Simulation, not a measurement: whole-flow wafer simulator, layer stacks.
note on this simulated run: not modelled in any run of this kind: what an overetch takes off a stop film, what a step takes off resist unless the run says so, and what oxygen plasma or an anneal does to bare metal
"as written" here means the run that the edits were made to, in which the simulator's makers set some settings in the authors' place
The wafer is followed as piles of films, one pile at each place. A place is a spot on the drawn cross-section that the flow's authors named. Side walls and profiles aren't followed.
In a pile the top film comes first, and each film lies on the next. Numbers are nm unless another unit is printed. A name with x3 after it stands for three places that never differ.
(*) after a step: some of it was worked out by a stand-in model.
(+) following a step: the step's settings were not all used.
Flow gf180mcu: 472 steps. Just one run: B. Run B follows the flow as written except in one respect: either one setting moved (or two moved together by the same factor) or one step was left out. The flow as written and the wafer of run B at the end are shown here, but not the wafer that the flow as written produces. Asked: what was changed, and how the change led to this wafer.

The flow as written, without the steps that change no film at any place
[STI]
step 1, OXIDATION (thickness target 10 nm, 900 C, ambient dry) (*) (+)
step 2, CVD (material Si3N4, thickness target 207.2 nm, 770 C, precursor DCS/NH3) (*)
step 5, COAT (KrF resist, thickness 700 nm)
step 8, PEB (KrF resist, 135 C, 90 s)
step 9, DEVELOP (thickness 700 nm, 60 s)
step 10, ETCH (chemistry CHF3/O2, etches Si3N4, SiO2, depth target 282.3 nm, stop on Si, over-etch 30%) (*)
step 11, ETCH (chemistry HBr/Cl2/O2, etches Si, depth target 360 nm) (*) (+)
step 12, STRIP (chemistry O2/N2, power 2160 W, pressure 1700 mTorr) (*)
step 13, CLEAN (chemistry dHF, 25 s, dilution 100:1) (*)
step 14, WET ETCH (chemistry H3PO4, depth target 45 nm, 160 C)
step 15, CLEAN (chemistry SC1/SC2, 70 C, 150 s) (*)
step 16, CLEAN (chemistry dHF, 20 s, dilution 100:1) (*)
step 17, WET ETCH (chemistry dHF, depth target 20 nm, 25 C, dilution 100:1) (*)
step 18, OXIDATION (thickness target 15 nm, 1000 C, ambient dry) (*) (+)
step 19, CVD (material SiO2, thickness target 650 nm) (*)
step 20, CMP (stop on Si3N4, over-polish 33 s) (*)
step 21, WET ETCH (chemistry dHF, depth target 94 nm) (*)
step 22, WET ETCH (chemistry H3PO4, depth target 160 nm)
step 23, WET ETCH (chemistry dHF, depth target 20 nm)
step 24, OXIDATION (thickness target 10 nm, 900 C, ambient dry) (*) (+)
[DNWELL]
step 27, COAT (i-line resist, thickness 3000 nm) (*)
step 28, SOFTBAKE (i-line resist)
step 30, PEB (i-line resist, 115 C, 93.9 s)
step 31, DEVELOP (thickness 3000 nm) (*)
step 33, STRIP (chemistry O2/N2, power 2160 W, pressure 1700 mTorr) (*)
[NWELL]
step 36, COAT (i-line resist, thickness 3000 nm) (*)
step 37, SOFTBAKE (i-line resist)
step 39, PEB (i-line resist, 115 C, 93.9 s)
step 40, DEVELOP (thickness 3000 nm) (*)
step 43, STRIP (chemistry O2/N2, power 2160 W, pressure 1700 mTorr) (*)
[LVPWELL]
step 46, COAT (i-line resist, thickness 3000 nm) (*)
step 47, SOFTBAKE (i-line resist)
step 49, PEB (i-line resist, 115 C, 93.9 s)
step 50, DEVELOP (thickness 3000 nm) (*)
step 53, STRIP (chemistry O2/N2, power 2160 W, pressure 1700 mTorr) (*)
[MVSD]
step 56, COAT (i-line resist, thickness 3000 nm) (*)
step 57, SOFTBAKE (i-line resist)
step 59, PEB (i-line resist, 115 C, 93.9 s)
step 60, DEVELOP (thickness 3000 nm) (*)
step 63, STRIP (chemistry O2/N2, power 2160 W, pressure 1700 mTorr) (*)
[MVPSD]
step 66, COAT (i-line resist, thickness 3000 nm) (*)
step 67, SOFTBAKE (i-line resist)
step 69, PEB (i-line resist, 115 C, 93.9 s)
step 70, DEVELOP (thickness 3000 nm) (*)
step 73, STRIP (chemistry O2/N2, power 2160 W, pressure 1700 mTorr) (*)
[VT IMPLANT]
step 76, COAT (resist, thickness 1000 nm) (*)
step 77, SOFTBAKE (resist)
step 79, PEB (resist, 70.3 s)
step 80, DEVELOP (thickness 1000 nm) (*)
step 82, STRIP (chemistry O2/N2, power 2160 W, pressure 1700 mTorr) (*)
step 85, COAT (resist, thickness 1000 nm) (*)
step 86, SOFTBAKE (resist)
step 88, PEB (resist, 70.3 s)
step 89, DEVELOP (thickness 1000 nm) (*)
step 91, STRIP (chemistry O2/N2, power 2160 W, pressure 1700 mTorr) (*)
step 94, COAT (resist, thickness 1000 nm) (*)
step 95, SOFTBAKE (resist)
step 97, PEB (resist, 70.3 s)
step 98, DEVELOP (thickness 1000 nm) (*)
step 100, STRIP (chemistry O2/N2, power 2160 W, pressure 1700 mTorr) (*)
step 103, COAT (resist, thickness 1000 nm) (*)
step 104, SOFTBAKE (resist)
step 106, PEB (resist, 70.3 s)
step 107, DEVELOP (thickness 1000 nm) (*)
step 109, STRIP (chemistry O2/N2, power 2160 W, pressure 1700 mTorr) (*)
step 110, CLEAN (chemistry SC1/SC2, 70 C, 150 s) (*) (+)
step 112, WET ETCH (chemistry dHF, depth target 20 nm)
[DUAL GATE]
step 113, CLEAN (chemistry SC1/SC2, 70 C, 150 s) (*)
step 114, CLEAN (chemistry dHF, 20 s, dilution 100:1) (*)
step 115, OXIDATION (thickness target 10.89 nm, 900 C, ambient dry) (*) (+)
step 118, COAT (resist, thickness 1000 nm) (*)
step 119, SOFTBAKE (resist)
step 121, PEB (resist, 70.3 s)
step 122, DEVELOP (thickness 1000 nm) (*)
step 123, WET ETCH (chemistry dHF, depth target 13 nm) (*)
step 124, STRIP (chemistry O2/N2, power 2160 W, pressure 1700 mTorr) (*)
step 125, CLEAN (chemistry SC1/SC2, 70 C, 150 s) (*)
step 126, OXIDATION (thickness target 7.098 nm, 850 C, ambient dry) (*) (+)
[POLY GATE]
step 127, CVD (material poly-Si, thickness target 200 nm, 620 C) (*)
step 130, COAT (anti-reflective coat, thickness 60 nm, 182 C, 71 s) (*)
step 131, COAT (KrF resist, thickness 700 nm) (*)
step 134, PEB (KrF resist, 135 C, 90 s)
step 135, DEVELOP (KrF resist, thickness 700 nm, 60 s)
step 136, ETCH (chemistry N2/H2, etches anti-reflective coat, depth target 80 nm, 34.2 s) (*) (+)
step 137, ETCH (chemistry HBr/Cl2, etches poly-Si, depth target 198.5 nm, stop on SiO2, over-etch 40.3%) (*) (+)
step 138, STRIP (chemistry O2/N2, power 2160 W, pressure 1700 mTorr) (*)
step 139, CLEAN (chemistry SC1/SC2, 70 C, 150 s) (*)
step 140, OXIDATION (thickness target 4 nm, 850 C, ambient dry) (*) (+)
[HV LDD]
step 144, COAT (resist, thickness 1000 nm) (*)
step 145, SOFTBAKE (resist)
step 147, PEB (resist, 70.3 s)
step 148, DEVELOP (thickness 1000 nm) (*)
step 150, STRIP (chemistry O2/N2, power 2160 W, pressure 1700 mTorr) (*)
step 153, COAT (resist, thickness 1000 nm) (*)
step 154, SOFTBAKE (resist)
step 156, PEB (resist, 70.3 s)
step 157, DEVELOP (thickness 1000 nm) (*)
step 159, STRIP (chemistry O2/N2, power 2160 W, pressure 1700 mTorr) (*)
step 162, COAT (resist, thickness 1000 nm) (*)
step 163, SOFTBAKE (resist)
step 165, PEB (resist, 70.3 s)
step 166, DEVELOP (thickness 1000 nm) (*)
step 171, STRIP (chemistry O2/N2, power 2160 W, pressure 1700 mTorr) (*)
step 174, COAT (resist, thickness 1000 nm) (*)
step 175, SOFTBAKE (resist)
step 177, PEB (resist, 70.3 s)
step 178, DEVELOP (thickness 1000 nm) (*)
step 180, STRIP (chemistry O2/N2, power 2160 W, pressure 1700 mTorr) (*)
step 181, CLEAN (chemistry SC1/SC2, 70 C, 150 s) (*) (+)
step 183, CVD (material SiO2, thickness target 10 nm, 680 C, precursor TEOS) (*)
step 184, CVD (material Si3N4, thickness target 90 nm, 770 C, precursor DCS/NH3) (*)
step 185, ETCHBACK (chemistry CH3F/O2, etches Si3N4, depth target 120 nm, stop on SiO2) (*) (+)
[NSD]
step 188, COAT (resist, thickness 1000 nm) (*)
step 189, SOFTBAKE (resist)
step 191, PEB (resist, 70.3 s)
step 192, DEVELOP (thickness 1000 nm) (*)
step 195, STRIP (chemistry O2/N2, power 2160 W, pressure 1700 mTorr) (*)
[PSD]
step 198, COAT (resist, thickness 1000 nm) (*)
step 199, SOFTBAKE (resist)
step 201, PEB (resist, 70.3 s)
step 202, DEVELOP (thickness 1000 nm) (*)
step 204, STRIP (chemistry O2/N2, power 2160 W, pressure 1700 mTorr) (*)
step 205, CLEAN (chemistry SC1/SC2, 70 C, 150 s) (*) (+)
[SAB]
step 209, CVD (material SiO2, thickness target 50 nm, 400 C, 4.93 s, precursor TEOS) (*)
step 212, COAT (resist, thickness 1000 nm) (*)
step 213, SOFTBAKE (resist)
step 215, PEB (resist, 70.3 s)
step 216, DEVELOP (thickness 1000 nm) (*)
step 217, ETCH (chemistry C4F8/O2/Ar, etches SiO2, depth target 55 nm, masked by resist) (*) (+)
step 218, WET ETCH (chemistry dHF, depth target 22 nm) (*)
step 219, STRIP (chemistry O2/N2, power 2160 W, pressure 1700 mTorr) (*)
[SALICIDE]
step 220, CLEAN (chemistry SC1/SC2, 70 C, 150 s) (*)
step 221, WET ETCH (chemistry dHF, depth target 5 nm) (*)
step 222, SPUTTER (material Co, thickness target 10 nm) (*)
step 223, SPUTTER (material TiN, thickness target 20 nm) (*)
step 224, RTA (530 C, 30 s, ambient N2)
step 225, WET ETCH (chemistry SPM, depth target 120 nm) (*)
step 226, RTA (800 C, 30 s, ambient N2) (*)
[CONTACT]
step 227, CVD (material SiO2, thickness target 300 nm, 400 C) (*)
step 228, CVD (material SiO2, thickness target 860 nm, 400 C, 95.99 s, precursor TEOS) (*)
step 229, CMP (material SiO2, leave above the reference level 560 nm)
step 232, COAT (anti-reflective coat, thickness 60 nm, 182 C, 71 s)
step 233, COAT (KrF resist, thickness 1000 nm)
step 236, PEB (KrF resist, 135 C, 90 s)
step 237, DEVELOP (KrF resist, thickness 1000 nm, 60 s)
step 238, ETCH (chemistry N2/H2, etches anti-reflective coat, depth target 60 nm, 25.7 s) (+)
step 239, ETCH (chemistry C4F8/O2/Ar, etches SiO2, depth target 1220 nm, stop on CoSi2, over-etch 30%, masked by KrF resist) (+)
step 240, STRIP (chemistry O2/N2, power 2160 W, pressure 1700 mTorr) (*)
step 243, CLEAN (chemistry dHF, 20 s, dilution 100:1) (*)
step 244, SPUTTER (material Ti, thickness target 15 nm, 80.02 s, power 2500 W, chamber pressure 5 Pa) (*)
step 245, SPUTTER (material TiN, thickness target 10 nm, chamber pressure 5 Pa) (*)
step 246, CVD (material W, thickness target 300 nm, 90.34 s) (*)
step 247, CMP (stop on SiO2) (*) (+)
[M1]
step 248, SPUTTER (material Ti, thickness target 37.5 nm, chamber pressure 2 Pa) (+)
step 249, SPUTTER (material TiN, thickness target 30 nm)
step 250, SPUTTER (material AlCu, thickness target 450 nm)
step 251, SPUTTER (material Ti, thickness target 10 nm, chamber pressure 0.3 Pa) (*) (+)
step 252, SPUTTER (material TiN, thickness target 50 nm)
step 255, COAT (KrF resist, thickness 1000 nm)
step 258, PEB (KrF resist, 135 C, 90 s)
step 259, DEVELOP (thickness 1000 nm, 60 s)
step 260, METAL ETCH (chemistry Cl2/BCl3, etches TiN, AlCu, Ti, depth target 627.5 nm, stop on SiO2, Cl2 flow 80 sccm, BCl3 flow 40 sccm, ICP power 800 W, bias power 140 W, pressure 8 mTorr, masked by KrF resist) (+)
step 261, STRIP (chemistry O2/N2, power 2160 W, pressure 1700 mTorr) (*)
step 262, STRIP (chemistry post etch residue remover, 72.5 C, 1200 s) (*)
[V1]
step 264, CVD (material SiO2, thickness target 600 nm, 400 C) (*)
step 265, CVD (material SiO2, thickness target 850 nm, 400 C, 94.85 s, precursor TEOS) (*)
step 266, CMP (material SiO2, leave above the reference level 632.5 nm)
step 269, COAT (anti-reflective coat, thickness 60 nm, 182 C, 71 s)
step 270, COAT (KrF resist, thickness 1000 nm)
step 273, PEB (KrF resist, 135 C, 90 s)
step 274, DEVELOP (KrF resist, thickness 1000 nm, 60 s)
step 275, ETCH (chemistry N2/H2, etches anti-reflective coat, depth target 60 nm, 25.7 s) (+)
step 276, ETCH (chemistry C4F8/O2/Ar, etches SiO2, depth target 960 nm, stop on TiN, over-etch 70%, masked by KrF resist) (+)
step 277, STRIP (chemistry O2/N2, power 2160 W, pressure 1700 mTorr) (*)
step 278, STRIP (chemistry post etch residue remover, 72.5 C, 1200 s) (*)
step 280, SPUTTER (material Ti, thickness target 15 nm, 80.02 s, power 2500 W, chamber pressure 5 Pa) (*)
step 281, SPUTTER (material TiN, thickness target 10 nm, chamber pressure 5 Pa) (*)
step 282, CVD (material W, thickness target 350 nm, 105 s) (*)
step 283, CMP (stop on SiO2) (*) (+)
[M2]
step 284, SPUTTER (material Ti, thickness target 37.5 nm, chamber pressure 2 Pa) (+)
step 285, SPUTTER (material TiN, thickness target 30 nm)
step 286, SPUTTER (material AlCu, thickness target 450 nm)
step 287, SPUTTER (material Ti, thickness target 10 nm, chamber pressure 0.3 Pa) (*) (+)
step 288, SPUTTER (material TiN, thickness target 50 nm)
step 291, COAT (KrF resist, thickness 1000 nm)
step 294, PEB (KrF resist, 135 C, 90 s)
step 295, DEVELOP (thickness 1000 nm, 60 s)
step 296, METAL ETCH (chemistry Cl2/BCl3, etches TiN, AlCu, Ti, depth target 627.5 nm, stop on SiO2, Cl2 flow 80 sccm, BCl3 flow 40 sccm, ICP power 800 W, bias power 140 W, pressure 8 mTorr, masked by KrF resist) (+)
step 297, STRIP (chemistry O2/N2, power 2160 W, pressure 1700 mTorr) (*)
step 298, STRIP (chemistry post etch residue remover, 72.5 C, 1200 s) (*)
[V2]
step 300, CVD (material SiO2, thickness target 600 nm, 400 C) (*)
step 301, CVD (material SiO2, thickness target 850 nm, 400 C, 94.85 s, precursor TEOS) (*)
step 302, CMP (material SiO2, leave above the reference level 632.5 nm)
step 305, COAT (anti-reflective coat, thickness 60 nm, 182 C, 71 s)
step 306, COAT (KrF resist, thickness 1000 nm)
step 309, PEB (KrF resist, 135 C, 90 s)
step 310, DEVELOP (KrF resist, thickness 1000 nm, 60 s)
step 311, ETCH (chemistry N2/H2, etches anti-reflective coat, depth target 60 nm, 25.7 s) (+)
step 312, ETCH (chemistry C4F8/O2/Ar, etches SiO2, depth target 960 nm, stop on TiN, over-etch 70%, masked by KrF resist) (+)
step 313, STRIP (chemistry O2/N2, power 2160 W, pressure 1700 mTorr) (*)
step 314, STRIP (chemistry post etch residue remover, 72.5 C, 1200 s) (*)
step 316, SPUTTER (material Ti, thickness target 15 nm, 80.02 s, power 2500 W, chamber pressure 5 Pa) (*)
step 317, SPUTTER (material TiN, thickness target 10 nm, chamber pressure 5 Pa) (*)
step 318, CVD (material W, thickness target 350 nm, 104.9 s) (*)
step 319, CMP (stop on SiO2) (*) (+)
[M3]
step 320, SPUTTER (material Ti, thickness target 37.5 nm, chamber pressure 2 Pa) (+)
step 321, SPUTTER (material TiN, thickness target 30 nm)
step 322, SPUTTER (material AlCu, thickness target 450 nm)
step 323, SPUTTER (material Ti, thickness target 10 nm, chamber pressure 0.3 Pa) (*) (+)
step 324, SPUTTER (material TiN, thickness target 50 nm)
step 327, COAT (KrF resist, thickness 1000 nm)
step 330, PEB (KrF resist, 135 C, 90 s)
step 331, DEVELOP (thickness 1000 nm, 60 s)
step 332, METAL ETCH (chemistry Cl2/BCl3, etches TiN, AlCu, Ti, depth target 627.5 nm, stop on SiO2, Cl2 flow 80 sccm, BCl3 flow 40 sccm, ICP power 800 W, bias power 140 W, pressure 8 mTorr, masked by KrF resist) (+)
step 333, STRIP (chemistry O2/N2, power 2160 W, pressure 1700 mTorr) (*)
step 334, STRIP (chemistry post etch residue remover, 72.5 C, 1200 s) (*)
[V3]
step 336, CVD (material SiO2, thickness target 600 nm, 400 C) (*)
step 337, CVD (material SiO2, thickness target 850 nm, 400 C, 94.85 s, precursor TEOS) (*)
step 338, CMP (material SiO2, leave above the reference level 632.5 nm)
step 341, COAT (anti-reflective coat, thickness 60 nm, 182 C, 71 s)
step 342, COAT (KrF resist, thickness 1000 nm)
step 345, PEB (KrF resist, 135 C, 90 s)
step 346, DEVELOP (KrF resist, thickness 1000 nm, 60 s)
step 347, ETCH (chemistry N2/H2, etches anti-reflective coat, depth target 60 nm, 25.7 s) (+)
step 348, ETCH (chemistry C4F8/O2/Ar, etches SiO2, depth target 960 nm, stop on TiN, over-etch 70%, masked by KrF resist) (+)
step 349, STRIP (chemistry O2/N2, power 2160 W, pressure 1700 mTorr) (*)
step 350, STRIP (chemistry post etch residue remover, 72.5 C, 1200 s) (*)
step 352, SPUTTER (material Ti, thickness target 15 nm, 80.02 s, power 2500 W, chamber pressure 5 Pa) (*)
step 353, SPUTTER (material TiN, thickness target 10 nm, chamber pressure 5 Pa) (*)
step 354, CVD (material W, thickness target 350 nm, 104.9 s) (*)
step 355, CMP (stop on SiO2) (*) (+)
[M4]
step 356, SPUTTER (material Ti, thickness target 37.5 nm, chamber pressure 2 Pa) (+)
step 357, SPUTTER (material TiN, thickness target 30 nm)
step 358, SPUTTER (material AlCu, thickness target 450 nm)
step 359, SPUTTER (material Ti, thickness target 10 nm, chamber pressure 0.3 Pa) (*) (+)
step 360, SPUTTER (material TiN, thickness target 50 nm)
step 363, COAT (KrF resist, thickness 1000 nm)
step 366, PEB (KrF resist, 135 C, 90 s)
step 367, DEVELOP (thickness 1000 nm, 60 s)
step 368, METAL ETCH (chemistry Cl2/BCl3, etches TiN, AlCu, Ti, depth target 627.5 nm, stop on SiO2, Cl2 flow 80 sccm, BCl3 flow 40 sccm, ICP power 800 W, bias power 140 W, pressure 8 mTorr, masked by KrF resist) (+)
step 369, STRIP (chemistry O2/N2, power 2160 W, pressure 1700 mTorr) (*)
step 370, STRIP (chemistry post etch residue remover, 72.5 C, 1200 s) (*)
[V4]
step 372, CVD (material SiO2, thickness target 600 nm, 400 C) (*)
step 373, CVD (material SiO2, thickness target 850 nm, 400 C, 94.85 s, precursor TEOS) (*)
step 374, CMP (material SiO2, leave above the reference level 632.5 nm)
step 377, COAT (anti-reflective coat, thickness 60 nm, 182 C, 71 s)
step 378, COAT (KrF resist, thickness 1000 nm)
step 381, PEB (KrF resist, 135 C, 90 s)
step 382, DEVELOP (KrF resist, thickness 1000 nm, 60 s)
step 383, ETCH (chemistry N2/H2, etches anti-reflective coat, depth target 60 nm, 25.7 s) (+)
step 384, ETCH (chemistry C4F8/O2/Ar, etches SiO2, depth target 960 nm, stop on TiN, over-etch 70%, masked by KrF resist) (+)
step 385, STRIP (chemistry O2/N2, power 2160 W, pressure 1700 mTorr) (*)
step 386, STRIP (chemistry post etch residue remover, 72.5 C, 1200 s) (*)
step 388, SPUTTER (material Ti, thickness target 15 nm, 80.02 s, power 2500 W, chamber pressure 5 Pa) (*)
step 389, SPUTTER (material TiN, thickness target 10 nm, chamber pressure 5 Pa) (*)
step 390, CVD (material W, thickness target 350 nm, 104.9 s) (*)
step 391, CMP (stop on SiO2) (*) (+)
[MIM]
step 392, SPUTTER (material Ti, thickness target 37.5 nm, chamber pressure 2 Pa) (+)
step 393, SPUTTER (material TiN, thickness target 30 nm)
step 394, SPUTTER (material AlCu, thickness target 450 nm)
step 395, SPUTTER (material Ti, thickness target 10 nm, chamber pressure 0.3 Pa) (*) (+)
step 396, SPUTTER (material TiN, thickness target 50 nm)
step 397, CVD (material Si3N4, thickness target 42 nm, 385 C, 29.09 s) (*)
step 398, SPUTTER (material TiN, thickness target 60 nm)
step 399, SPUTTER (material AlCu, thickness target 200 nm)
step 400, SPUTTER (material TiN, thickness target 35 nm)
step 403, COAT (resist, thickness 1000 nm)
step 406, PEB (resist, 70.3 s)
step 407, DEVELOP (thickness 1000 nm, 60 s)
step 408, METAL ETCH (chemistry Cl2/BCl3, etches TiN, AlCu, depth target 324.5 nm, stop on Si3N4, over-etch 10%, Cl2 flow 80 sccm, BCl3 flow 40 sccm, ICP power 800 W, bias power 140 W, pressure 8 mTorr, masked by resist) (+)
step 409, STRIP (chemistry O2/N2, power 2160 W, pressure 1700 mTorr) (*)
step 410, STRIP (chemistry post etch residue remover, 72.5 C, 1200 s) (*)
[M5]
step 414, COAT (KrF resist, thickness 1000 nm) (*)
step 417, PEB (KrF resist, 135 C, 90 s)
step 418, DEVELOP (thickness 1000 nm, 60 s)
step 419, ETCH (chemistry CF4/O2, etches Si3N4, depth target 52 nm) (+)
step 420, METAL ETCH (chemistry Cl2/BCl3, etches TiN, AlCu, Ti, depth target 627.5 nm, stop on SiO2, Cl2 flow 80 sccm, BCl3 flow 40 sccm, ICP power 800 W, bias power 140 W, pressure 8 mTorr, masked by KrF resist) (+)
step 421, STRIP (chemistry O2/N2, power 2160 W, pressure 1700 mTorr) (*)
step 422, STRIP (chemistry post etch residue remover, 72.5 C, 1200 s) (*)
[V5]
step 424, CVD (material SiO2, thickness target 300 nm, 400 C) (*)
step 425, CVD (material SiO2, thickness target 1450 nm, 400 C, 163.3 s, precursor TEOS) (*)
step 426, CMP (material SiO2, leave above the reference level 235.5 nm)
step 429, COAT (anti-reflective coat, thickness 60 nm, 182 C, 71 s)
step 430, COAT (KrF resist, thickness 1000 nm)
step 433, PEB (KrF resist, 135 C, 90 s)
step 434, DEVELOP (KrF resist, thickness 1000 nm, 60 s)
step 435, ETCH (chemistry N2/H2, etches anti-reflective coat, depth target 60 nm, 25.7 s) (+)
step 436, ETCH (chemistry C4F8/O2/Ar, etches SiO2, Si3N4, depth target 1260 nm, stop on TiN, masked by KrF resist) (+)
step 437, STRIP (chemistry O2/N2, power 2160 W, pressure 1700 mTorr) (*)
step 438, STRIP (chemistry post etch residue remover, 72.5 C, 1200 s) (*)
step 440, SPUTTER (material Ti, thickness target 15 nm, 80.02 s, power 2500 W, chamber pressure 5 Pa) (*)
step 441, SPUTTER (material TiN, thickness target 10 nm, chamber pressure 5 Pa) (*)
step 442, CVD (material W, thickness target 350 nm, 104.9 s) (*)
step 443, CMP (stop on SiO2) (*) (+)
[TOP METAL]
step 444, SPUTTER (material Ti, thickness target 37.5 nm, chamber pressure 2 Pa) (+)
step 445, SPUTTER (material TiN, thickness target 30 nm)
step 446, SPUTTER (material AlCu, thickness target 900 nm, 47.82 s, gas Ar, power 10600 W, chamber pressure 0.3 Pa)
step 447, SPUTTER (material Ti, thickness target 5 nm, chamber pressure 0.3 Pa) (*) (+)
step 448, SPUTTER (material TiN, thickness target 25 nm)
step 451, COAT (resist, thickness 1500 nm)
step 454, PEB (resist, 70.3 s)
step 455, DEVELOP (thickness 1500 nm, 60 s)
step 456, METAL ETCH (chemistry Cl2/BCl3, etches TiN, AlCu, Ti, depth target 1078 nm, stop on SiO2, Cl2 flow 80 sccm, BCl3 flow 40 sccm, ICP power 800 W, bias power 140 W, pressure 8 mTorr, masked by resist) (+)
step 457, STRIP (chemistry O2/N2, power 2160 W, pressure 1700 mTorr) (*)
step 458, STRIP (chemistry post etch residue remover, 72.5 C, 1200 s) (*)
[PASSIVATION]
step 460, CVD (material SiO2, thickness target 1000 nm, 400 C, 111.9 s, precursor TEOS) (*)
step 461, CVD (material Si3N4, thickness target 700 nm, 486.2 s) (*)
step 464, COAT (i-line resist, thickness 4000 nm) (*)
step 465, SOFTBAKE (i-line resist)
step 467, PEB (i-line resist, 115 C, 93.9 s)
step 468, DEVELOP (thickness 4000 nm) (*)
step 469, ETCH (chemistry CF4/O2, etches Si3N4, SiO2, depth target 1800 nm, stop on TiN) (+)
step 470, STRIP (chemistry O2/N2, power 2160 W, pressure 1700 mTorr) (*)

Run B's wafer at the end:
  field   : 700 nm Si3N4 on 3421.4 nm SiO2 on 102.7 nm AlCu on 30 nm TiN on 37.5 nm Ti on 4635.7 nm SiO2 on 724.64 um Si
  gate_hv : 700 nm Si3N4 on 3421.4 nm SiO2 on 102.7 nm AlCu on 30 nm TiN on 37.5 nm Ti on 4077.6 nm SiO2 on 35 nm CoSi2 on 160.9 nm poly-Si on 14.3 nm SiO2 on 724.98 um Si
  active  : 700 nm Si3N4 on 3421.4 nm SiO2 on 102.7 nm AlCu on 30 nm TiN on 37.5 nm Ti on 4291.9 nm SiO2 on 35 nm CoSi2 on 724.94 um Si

What caused this: step 368, METAL ETCH: depth target 401.6 nm was run, though the flow has depth target 627.5 nm.

Step by step, how the change led to this:
  step 368, METAL ETCH (chemistry Cl2/BCl3, etches TiN, AlCu, Ti, depth target 627.5 nm, stop on SiO2, Cl2 flow 80 sccm, BCl3 flow 40 sccm, ICP power 800 W, bias power 140 W, pressure 8 mTorr, masked by KrF resist) (+)
      field, field__w1, field__w2 and 103 more: TiN loses 50 (all of it), Ti loses 10 (all of it), AlCu loses 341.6 (it would be, as written: TiN loses 50 (all of it), Ti loses 10 (all of it), AlCu loses 450 (all of it), TiN loses 30 (all of it), Ti loses 37.5 (all of it))
      field__w8, contact, m1, m1__w1, m1_nw: KrF resist loses 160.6 (it would be, as written: KrF resist loses 251)
  step 369, STRIP (chemistry O2/N2, power 2160 W, pressure 1700 mTorr) (*)
      field__w8, contact, m1, m1__w1, m1_nw: KrF resist loses 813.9 (all of it) (it would be, as written: KrF resist loses 723.5 (all of it))
  step 370, STRIP (chemistry post etch residue remover, 72.5 C, 1200 s) (*)
      field, field__w1, field__w2 and 103 more: AlCu loses 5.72 (it would be, as written: nothing)
  step 372, CVD (material SiO2, thickness target 600 nm, 400 C) (*)
      field, field__w1, field__w2 and 103 more: SiO2 gains 600 (new film) (it would be, as written: SiO2 gains 600)
  step 374, CMP (material SiO2, leave above the reference level 632.5 nm)
      field, field__w1, field__w2 and 103 more: SiO2 loses 470.2 (it would be, as written: SiO2 loses 300)
If metal films that touch count as one body, field has 1 body; the flow as written gives 0 bodies.
If metal films that touch count as one body, gate_hv has 2 bodies (between them, from the top down: SiO2 4077.6); the flow as written gives 1 body.
If metal films that touch count as one body, active has 2 bodies (between them, from the top down: SiO2 4291.9); the flow as written gives 1 body.
